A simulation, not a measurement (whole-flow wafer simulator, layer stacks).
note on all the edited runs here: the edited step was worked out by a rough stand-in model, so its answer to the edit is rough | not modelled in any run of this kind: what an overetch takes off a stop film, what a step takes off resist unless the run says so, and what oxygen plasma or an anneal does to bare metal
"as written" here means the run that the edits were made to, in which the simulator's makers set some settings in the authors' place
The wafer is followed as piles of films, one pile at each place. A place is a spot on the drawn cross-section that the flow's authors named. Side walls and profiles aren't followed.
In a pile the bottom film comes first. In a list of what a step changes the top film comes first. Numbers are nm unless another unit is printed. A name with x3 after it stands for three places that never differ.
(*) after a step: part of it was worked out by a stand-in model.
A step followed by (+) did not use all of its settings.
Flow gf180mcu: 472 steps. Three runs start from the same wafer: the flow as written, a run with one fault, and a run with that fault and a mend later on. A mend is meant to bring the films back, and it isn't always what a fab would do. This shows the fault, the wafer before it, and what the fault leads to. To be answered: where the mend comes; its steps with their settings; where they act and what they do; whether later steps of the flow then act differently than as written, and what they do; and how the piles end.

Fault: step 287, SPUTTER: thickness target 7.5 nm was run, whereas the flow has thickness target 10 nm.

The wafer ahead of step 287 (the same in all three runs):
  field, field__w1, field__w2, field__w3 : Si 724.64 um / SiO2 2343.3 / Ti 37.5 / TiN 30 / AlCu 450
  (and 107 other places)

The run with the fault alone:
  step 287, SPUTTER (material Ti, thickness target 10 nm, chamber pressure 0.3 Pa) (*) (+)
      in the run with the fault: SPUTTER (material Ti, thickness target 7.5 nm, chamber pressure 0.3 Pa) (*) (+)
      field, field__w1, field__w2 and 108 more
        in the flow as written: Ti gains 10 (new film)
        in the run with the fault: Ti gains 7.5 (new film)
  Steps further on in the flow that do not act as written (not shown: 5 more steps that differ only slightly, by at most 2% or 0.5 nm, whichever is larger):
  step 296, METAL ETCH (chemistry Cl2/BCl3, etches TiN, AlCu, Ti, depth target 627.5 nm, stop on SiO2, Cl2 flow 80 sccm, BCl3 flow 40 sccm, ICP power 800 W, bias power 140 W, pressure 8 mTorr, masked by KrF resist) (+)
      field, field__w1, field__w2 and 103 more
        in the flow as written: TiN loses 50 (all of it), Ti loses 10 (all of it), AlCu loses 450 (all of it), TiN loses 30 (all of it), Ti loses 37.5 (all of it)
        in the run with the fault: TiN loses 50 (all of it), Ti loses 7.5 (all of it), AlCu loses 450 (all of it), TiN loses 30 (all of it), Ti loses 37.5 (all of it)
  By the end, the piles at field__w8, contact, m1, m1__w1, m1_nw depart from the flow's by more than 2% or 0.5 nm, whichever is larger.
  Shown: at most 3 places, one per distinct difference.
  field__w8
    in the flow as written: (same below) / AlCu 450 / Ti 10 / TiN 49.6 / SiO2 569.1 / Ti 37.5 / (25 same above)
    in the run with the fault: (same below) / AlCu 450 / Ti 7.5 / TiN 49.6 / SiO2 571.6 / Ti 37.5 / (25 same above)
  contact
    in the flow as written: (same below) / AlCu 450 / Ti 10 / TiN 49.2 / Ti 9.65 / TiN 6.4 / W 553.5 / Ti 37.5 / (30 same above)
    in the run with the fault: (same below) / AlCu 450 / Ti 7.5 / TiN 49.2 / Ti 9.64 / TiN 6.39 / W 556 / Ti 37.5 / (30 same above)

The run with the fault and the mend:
  The mend follows step 287.
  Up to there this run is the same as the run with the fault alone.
  step 287a, SPUTTER (material Ti, thickness target 2.5 nm, chamber pressure 0.3 Pa) (*) (+) (a further turn of the flow's step 287, with different settings)
      field, field__w1, field__w2 and 108 more
        Ti gains 2.5
  Every later step of the flow that is run acts as written at every place that is followed.
  At every place that both follow, the piles at the end match the flow's.
